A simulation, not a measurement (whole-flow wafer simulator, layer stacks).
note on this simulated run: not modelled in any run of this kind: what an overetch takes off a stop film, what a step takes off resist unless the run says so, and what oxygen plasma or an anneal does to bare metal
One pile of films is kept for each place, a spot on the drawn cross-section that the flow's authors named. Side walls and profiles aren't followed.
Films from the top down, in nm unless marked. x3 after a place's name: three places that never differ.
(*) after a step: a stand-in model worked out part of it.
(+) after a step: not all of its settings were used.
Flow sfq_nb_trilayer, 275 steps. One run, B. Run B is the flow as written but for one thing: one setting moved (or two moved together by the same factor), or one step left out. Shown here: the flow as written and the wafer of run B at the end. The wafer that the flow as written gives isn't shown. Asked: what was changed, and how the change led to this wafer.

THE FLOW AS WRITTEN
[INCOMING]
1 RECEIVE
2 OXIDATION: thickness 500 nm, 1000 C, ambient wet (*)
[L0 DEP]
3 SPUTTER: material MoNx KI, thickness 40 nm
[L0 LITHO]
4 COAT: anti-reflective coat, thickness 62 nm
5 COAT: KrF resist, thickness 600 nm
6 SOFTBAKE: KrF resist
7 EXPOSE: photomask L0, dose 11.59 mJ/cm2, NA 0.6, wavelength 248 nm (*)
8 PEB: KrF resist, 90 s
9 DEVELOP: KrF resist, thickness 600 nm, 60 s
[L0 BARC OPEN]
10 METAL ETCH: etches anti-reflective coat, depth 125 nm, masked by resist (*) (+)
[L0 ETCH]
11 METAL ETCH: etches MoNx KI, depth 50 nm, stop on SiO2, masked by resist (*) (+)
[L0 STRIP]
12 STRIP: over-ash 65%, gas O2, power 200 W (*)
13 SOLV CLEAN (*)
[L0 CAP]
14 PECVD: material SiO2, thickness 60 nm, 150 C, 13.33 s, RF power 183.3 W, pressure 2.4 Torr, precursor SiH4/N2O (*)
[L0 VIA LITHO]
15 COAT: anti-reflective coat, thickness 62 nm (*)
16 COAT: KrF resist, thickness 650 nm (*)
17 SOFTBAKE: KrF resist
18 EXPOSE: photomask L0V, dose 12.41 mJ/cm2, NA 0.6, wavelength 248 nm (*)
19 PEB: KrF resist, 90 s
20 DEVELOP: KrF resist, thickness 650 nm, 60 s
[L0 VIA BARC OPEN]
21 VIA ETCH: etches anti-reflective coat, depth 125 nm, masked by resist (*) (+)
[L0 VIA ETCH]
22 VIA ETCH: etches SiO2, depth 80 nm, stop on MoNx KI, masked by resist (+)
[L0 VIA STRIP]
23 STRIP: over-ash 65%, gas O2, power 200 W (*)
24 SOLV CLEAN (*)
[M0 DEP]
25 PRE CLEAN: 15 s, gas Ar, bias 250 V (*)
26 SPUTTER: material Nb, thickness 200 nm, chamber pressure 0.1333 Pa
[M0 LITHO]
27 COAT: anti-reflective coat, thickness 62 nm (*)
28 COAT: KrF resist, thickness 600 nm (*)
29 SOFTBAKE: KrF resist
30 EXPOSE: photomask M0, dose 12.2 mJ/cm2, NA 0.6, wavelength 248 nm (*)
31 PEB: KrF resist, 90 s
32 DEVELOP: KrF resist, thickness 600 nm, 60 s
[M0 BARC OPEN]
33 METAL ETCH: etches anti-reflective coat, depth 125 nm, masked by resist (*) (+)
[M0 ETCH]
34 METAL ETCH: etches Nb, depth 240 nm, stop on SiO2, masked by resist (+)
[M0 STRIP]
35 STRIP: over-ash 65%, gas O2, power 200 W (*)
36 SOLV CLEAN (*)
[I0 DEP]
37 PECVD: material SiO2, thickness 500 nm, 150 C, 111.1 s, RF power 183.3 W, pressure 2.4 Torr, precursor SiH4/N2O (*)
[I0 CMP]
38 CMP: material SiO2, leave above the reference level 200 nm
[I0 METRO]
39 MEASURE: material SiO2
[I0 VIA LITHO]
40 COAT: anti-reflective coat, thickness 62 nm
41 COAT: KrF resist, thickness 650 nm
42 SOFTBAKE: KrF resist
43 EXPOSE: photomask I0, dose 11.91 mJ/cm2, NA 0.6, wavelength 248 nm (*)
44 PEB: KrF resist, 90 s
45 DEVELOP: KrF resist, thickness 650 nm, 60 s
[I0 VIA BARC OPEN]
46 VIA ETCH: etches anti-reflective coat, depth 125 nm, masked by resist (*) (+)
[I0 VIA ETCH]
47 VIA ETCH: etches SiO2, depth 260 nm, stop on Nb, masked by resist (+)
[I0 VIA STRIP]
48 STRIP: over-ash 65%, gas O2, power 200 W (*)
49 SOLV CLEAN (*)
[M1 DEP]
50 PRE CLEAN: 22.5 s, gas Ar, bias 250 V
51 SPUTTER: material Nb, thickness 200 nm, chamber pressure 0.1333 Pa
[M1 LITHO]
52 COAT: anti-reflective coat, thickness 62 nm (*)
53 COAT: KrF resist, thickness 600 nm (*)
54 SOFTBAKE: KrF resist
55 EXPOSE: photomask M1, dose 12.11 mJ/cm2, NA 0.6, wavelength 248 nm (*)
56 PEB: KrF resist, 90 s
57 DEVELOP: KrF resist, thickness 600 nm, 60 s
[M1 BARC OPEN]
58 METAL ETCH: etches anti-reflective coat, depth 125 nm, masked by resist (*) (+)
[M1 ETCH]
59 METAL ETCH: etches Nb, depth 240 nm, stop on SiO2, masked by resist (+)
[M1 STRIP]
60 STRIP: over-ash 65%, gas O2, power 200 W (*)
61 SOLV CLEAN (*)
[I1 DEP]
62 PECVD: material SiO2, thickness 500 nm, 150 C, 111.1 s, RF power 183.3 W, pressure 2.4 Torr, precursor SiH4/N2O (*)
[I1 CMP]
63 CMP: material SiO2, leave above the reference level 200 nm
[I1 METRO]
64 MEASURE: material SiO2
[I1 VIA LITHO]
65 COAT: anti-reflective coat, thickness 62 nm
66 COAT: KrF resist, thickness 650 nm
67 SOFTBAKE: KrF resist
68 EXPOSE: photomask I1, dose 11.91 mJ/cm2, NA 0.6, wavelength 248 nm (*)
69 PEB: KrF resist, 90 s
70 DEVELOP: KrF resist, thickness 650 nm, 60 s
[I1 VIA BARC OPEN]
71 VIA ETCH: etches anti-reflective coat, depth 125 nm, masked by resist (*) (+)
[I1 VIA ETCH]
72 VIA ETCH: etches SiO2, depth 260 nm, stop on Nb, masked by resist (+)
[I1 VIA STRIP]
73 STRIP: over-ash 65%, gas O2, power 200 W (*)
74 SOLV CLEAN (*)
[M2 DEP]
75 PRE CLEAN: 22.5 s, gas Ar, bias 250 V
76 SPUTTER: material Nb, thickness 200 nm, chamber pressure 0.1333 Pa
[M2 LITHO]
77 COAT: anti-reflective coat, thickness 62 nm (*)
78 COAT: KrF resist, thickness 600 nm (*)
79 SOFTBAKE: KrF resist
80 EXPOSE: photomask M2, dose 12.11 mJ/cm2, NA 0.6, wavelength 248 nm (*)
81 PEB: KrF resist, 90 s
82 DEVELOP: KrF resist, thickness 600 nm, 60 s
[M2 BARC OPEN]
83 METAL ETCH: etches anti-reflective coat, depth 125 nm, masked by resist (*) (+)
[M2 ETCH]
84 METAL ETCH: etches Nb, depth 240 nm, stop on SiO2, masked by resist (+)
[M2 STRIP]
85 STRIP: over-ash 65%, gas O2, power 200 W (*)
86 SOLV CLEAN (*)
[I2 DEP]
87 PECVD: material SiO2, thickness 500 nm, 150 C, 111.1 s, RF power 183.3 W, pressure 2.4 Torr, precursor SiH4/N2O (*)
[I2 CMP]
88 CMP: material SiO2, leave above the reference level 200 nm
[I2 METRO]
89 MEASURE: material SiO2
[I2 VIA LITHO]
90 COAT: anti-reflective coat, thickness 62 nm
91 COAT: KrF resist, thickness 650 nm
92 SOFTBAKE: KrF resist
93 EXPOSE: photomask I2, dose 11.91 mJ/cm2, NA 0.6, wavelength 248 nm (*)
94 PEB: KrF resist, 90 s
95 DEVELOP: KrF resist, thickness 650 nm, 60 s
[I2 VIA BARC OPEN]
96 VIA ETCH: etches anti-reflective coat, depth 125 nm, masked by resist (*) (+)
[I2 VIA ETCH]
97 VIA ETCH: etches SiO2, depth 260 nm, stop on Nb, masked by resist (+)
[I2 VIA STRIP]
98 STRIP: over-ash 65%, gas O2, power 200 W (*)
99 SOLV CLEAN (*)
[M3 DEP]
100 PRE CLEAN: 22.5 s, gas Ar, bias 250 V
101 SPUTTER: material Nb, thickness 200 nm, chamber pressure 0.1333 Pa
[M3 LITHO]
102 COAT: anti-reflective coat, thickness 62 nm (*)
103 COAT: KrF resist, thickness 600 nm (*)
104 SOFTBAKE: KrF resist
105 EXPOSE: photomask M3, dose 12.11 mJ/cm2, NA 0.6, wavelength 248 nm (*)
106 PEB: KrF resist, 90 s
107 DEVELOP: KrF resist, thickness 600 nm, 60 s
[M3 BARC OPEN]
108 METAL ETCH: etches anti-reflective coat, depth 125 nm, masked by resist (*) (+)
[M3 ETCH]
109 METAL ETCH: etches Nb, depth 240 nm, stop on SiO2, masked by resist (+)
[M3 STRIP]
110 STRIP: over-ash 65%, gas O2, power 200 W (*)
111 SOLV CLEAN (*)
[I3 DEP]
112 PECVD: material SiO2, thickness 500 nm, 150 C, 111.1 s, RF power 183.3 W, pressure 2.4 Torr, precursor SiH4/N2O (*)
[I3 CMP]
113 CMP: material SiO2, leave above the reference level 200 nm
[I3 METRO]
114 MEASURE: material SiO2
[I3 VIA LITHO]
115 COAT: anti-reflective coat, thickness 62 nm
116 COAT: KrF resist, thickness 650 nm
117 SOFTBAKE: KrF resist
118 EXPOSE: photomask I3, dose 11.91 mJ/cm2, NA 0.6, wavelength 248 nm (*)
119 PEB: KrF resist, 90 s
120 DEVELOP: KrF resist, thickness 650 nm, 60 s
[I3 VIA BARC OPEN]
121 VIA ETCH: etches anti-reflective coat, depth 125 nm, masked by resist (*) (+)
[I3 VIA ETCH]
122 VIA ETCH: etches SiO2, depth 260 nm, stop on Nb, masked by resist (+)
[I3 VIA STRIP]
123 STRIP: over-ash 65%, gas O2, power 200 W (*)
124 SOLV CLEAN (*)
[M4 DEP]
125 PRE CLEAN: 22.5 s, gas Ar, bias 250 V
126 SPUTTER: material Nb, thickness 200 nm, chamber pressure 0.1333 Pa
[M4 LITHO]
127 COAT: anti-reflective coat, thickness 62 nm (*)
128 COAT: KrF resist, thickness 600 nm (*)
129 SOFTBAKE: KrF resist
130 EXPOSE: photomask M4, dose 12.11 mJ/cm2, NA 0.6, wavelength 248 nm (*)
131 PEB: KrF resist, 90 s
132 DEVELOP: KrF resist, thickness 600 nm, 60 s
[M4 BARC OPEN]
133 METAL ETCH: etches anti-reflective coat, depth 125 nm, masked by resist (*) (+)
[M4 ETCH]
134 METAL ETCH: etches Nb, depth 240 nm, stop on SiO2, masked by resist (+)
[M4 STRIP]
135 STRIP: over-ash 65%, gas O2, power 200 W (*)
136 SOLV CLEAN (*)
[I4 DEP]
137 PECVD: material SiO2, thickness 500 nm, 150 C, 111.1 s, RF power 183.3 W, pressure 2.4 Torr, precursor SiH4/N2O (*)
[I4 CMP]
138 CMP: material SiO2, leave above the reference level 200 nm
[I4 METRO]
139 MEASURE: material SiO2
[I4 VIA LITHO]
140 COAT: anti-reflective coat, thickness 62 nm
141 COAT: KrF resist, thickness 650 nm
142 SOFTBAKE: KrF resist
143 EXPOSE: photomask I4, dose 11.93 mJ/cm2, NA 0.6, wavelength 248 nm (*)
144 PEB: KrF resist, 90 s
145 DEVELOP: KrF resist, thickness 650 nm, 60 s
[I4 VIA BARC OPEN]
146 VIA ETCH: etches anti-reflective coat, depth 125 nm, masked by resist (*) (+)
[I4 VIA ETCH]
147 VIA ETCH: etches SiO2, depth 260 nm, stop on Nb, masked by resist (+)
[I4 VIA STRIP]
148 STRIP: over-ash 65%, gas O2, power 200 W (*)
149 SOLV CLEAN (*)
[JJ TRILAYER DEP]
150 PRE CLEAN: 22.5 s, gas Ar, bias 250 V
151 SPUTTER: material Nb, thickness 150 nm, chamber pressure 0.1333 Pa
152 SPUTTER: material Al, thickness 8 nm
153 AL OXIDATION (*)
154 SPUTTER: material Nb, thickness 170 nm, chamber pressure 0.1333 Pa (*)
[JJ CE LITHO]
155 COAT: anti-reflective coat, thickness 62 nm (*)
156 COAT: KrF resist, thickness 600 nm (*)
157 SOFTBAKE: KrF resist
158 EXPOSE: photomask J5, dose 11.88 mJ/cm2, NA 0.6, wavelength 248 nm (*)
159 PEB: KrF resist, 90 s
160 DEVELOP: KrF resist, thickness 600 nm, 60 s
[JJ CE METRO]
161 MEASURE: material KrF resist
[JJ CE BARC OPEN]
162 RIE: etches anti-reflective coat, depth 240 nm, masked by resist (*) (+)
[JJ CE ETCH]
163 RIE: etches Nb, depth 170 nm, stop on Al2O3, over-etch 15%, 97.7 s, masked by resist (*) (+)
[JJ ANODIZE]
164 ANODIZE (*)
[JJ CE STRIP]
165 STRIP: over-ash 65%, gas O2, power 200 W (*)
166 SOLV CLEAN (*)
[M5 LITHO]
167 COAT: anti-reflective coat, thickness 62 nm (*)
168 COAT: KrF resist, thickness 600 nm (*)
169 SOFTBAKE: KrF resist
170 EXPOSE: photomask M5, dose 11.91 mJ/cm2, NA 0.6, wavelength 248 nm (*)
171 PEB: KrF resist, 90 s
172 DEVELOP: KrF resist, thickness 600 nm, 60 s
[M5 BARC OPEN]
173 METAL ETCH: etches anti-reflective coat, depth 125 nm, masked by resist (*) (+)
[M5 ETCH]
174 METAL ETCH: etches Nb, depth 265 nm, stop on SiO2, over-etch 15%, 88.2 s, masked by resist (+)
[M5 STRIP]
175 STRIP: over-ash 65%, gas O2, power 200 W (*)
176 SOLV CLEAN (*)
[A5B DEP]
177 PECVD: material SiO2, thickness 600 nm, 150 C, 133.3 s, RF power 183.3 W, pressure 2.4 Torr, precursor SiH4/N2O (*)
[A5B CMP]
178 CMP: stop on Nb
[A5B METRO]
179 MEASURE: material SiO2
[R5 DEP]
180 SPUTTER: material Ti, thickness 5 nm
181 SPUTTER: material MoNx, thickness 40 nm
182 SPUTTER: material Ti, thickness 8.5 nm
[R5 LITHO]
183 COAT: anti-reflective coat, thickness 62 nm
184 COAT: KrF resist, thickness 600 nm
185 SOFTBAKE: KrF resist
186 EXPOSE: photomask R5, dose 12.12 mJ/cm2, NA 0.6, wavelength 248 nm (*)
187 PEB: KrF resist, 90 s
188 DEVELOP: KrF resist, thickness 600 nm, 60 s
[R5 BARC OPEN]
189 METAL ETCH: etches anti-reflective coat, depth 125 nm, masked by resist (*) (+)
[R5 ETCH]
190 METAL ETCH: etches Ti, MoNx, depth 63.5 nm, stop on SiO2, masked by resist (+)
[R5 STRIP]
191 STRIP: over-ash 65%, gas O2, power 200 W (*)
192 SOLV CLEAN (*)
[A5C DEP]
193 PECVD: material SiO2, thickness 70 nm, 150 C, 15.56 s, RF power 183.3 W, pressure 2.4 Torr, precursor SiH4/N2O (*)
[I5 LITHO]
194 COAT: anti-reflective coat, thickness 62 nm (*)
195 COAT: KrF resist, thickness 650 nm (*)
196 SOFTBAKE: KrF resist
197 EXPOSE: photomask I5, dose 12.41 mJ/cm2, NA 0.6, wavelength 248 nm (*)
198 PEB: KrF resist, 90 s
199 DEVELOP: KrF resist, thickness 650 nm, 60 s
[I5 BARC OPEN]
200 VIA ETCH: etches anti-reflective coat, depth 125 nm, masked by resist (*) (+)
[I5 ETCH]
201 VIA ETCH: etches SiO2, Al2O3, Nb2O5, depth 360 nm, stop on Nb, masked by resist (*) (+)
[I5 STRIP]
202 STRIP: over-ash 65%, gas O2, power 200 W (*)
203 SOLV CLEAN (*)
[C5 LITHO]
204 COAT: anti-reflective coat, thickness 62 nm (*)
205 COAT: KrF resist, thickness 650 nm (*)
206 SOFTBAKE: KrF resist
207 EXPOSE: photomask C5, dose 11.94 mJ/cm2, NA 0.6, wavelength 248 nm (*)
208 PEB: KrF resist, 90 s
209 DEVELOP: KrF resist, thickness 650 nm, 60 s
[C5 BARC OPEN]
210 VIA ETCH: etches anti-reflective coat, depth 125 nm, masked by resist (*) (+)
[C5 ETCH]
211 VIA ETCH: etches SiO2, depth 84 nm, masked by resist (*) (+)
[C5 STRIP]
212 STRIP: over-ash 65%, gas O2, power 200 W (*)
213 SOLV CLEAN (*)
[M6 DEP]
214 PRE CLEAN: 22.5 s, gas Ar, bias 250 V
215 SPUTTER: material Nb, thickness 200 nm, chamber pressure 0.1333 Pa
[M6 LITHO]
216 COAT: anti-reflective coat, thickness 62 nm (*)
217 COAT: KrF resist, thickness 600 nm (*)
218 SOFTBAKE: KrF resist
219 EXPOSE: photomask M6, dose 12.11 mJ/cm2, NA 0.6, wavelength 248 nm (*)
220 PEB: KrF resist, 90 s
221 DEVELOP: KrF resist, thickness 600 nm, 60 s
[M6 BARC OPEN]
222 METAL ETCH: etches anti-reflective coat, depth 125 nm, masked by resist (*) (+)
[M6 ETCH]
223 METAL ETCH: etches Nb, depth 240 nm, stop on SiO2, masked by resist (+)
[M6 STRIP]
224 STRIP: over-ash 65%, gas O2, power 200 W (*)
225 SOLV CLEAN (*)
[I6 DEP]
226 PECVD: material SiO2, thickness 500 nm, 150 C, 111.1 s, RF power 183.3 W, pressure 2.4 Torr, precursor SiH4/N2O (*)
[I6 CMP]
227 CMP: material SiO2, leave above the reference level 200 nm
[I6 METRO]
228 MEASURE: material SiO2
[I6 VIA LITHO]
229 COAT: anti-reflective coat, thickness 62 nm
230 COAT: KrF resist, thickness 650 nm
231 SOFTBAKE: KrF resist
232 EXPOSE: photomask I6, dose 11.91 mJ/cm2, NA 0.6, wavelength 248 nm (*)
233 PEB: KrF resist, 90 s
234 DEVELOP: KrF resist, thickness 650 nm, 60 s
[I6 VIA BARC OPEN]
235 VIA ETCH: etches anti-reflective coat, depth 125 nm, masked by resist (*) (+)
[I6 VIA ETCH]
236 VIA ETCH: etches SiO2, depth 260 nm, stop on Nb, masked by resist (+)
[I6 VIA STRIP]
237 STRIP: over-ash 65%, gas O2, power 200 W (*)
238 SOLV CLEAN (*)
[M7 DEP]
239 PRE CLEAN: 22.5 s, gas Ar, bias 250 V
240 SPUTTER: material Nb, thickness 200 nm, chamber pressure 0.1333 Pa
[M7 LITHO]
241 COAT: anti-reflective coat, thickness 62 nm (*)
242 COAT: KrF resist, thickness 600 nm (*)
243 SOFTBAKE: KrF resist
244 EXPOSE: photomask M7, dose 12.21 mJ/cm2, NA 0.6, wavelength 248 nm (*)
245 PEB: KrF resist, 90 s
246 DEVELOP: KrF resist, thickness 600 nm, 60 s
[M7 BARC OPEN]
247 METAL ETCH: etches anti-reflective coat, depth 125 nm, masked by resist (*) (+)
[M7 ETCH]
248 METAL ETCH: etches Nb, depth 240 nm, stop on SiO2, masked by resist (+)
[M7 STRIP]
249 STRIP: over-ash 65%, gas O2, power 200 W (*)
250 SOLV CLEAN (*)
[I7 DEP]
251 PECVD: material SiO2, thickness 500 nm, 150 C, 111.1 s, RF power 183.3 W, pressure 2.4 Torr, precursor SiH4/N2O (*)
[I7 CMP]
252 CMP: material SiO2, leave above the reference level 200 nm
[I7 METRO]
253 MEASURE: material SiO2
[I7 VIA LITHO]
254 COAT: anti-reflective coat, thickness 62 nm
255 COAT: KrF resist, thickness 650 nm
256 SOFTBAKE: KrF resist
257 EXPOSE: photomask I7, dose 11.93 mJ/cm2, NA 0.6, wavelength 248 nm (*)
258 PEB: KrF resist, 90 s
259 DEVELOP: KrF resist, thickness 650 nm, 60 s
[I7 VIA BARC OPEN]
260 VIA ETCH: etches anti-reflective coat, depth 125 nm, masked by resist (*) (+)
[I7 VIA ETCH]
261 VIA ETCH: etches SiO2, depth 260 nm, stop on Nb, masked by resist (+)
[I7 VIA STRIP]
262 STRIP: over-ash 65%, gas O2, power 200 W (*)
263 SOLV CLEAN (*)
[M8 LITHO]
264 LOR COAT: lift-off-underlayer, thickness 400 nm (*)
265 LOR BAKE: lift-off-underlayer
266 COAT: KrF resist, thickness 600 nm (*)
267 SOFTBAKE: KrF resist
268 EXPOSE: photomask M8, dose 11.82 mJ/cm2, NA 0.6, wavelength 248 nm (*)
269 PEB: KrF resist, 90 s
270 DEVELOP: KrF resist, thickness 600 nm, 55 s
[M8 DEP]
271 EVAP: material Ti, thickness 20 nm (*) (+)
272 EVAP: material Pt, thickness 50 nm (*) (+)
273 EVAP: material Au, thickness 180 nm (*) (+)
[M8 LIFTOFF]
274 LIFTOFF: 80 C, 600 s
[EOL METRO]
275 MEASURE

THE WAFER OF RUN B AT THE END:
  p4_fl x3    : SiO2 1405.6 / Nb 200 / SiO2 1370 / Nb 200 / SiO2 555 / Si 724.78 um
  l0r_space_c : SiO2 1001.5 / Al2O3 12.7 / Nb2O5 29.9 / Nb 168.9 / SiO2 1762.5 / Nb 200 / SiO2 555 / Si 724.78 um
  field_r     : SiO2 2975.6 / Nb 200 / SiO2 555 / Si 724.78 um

The cause: step 151, SPUTTER: thickness 179.7 nm was run, where the flow has thickness 150 nm.

How the change led to this, step by step:
  151 SPUTTER: material Nb, thickness 150 nm, chamber pressure 0.1333 Pa
      field_l, v_sur, via_sp and 100 more: Nb +179.7 (new film) (as written it would be: Nb +150 (new film))
      via_wl, via_w, via_wr: Nb +156.5 (as written it would be: Nb +130.4)
  155 COAT: anti-reflective coat, thickness 62 nm (*)
      via_wl, via_wr: anti-reflective coat +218 (new film) (as written it would be: anti-reflective coat +209.4 (new film))
      via_w: anti-reflective coat +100 (new film) (as written it would be: anti-reflective coat +97.4 (new film))
  162 RIE: etches anti-reflective coat, depth 240 nm, masked by resist (*) (+)
      ce_l, c5j, ce_r, wl_jj: KrF resist -218 (as written it would be: KrF resist -209.4)
      via_wl, via_wr: anti-reflective coat -218 (all of it) (as written it would be: anti-reflective coat -209.4 (all of it))
      (and at 1 more place)
  165 STRIP: over-ash 65%, gas O2, power 200 W (*)
      ce_l: KrF resist -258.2 (all of it), anti-reflective coat -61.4 (all of it) (as written it would be: KrF resist -266.8 (all of it), anti-reflective coat -61.4 (all of it))
      c5j: KrF resist -258.2 (all of it), anti-reflective coat -61.5 (all of it) (as written it would be: KrF resist -266.9 (all of it), anti-reflective coat -61.5 (all of it))
      (and at 2 more places)
  167 COAT: anti-reflective coat, thickness 62 nm (*)
      via_wl: anti-reflective coat +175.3 (new film) (as written it would be: anti-reflective coat +170.5 (new film))
      via_wr: anti-reflective coat +175.3 (new film) (as written it would be: anti-reflective coat +170.6 (new film))
      (and at 2 more places)
  174 METAL ETCH: etches Nb, depth 265 nm, stop on SiO2, over-etch 15%, 88.2 s, masked by resist (+)
      field_l, r_sur, res and 49 more: Al2O3 -12.6 (all of it), Nb2O5 -29.9 (all of it), Nb -168.9 (all of it), SiO2 -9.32 (as written it would be: Al2O3 -12.6 (all of it), Nb2O5 -29.9 (all of it), Nb -139.2 (all of it), SiO2 -12.3)
      wl_a_sl: Al2O3 -12.6 (all of it), Nb2O5 -29.9 (all of it), Nb -168.9 (all of it), SiO2 -9.33 (as written it would be: Al2O3 -12.6 (all of it), Nb2O5 -29.9 (all of it), Nb -139.2 (all of it), SiO2 -12.3)
  175 STRIP: over-ash 65%, gas O2, power 200 W (*)
      via_wl: KrF resist -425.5 (all of it), anti-reflective coat -175.3 (all of it) (as written it would be: KrF resist -427 (all of it), anti-reflective coat -170.5 (all of it))
      via_wr: KrF resist -426.1 (all of it), anti-reflective coat -175.3 (all of it) (as written it would be: KrF resist -427.6 (all of it), anti-reflective coat -170.6 (all of it))
      (and at 2 more places)
  178 CMP: stop on Nb
      field_l, p4_fl x3, p4_w1 x9 and 29 more: SiO2 -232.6 (as written it would be: SiO2 -259.3)
      r_sur, res, r_end, moat, field_r, lsp_l: SiO2 -224.6 (as written it would be: SiO2 -252.3)
      (and at 5 more places)
